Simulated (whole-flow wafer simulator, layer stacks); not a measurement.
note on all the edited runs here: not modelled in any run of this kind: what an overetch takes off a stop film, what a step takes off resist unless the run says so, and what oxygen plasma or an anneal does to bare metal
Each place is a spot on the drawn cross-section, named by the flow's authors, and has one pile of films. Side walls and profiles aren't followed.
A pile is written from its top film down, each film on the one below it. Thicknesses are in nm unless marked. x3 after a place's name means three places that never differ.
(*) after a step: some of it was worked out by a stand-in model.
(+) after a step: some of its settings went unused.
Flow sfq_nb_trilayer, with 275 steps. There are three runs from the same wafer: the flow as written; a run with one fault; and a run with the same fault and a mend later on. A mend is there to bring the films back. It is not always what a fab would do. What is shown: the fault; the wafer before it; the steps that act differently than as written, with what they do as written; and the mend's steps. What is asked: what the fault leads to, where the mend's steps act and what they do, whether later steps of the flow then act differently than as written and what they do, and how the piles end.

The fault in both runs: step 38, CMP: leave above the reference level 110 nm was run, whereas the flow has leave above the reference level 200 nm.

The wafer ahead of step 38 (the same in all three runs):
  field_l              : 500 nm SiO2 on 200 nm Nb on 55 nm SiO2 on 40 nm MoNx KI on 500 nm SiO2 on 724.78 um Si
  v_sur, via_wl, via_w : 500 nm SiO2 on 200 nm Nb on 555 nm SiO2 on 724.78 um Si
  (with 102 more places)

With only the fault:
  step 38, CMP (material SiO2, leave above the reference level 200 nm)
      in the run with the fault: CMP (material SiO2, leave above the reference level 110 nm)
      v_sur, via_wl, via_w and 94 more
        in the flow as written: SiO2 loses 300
        in the run with the fault: SiO2 loses 390
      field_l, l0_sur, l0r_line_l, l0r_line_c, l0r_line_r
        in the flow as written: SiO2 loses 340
        in the run with the fault: SiO2 loses 430
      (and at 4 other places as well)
  Later steps of the flow acting differently than as written (4 more steps, not shown, differ only slightly: by at most 2% or 0.5 nm, whichever is larger):
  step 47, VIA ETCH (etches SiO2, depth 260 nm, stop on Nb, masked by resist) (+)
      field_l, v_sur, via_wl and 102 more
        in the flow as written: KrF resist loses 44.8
        in the run with the fault: KrF resist loses 28.4
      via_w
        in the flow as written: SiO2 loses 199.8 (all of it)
        in the run with the fault: SiO2 loses 109.8 (all of it)
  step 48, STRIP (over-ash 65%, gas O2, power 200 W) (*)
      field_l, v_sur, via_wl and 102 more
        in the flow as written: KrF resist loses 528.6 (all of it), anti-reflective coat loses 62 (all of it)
        in the run with the fault: KrF resist loses 545 (all of it), anti-reflective coat loses 62 (all of it)
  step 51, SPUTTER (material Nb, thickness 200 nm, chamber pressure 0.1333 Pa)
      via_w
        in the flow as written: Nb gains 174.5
        in the run with the fault: Nb gains 192.5
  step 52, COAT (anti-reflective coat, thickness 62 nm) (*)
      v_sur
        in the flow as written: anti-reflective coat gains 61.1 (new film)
        in the run with the fault: anti-reflective coat gains 56.9 (new film)
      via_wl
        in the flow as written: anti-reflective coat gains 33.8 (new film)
        in the run with the fault: anti-reflective coat gains 33.1 (new film)
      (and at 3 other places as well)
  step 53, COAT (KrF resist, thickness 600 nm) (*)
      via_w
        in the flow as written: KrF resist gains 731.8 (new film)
        in the run with the fault: KrF resist gains 653.8 (new film)
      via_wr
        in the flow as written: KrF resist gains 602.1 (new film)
        in the run with the fault: KrF resist gains 614.4 (new film)
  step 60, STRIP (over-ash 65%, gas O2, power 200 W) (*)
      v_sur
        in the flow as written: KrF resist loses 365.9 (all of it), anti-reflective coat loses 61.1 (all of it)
        in the run with the fault: KrF resist loses 376.8 (all of it), anti-reflective coat loses 56.9 (all of it)
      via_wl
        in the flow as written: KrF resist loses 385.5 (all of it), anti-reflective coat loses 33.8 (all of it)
        in the run with the fault: KrF resist loses 396.7 (all of it), anti-reflective coat loses 33.1 (all of it)
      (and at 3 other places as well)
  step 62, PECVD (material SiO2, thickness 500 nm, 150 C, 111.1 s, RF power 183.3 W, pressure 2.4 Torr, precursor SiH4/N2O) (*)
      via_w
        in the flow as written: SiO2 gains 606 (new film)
        in the run with the fault: SiO2 gains 500 (new film)
  The piles end different from the flow's at field_l, v_sur, via_wl and 103 more by more than 2% or 0.5 nm, whichever is larger.
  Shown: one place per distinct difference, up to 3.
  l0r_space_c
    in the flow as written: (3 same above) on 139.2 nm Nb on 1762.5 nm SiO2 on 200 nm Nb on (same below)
    in the run with the fault: (3 same above) on 139.2 nm Nb on 1672.5 nm SiO2 on 200 nm Nb on (same below)
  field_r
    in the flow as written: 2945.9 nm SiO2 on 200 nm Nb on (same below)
    in the run with the fault: 2855.9 nm SiO2 on 200 nm Nb on (same below)
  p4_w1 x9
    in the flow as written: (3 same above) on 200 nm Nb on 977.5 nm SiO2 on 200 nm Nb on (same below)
    in the run with the fault: (3 same above) on 200 nm Nb on 887.5 nm SiO2 on 200 nm Nb on (same below)

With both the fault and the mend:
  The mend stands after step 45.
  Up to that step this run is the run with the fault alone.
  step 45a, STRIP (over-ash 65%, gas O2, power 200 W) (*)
      field_l, v_sur, via_wl and 102 more
        KrF resist loses 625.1 (all of it), anti-reflective coat loses 62 (all of it)
      via_w
        anti-reflective coat loses 62 (all of it)
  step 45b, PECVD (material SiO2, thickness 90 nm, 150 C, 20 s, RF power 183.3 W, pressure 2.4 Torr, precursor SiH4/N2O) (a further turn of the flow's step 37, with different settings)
      field_l, v_sur, via_wl and 103 more
        SiO2 gains 90
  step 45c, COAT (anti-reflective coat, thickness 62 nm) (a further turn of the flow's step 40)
      field_l, v_sur, via_wl and 103 more
        anti-reflective coat gains 62 (new film)
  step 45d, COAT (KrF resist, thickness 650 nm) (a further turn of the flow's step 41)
      field_l, v_sur, via_wl and 103 more
        KrF resist gains 650 (new film)
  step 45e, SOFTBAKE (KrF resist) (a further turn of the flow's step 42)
      alters no film at any place that is followed
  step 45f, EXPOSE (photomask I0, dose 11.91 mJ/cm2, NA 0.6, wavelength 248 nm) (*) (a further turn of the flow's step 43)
      alters no film at any place that is followed
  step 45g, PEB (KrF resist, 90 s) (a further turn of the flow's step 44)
      field_l, v_sur, via_wl and 103 more
        KrF resist loses 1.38
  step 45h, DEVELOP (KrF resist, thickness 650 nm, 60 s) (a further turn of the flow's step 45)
      field_l, v_sur, via_wl and 102 more
        KrF resist loses 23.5
      via_w
        KrF resist loses 648.6 (all of it)
  None of the later steps of the flow differs from how it acts as written, at any place that is followed, by more than 2% or 0.5 nm, whichever is larger.
  When the end is reached, the piles differ only a little from the flow's at the places that both follow, at most by 2% or 0.5 nm, whichever is larger.
